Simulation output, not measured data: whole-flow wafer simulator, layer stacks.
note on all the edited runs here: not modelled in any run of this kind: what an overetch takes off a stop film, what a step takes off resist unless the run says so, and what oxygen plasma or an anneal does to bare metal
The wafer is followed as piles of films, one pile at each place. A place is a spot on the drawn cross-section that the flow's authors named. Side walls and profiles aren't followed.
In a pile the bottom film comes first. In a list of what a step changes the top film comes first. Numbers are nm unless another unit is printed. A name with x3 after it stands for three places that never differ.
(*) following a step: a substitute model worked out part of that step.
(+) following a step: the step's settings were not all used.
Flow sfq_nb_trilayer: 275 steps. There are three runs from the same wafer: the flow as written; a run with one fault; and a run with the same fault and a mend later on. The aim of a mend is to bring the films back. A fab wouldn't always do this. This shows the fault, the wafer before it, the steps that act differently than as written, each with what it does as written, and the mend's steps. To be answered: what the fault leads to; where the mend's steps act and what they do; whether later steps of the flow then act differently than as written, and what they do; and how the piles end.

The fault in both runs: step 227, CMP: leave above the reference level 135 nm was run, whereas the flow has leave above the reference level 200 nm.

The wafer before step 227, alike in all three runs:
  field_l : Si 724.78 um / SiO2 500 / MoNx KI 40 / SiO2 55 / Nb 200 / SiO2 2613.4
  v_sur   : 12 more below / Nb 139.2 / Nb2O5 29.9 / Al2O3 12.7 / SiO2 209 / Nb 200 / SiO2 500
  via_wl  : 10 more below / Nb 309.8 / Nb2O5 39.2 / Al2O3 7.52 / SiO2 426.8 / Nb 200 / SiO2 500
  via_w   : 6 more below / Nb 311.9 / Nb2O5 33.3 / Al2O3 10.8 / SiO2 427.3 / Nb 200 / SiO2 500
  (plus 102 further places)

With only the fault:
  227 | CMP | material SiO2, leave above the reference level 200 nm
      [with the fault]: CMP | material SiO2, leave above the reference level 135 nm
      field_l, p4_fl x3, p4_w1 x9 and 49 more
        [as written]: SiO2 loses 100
        [with the fault]: SiO2 loses 165
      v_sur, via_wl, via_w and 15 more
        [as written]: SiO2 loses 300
        [with the fault]: SiO2 loses 365
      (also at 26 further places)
  Later steps of the flow acting differently than as written (not shown: 4 more steps that differ only slightly, by at most 2% or 0.5 nm, whichever is larger):
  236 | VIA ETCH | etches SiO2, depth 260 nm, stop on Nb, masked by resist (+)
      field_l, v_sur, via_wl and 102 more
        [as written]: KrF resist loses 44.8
        [with the fault]: KrF resist loses 34.9
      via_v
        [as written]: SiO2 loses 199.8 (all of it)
        [with the fault]: SiO2 loses 134.8 (all of it)
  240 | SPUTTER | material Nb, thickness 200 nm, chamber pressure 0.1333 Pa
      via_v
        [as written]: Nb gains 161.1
        [with the fault]: Nb gains 176.9
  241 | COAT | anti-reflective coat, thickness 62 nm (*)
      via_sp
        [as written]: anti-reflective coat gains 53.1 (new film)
        [with the fault]: anti-reflective coat gains 54.3 (new film)
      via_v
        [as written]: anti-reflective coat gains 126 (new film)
        [with the fault]: anti-reflective coat gains 110.5 (new film)
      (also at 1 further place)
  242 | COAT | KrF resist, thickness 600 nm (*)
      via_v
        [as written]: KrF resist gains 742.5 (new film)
        [with the fault]: KrF resist gains 688 (new film)
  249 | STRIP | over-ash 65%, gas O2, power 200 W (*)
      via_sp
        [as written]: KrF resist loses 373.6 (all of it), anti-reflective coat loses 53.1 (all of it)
        [with the fault]: KrF resist loses 378.2 (all of it), anti-reflective coat loses 54.3 (all of it)
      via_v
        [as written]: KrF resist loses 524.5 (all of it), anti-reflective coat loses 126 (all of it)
        [with the fault]: KrF resist loses 470.1 (all of it), anti-reflective coat loses 110.5 (all of it)
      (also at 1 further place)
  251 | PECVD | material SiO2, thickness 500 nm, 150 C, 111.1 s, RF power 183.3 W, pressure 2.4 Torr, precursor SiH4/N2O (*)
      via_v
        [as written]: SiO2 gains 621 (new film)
        [with the fault]: SiO2 gains 514.1 (new film)
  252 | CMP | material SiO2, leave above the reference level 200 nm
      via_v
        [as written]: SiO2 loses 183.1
        [with the fault]: SiO2 loses 157.1
  By the end, the piles at field_l, v_sur, via_wl and 102 more depart from the flow's by more than 2% or 0.5 nm, whichever is larger.
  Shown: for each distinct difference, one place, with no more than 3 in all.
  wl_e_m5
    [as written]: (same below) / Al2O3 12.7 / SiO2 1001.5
    [with the fault]: (same below) / Al2O3 12.7 / SiO2 936.5
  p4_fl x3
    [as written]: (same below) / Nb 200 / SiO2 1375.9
    [with the fault]: (same below) / Nb 200 / SiO2 1310.9
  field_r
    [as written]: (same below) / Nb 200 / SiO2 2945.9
    [with the fault]: (same below) / Nb 200 / SiO2 2880.9

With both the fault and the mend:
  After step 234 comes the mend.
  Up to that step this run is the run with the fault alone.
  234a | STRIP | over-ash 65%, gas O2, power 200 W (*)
      field_l, v_sur, via_wl and 102 more
        KrF resist loses 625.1 (all of it), anti-reflective coat loses 62 (all of it)
      via_v
        anti-reflective coat loses 62 (all of it)
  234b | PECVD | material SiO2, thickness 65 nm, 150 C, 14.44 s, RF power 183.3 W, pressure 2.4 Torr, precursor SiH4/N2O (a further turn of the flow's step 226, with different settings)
      field_l, v_sur, via_wl and 103 more
        SiO2 gains 65
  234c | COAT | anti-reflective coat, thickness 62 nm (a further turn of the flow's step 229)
      field_l, v_sur, via_wl and 103 more
        anti-reflective coat gains 62 (new film)
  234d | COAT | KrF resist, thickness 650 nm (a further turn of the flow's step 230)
      field_l, v_sur, via_wl and 103 more
        KrF resist gains 650 (new film)
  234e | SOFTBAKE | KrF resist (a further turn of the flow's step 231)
      alters no film at any place that is followed
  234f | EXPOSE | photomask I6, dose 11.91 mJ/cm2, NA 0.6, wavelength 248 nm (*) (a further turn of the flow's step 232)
      alters no film at any place that is followed
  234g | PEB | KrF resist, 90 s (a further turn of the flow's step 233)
      field_l, v_sur, via_wl and 103 more
        KrF resist loses 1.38
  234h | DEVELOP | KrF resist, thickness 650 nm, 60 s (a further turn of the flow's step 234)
      field_l, v_sur, via_wl and 102 more
        KrF resist loses 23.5
      via_v
        KrF resist loses 648.6 (all of it)
  Every later step of the flow that is run acts as written, at every place that is followed, to within 2% or 0.5 nm, whichever is larger.
  By the end, the piles equal the flow's at every place that both follow.
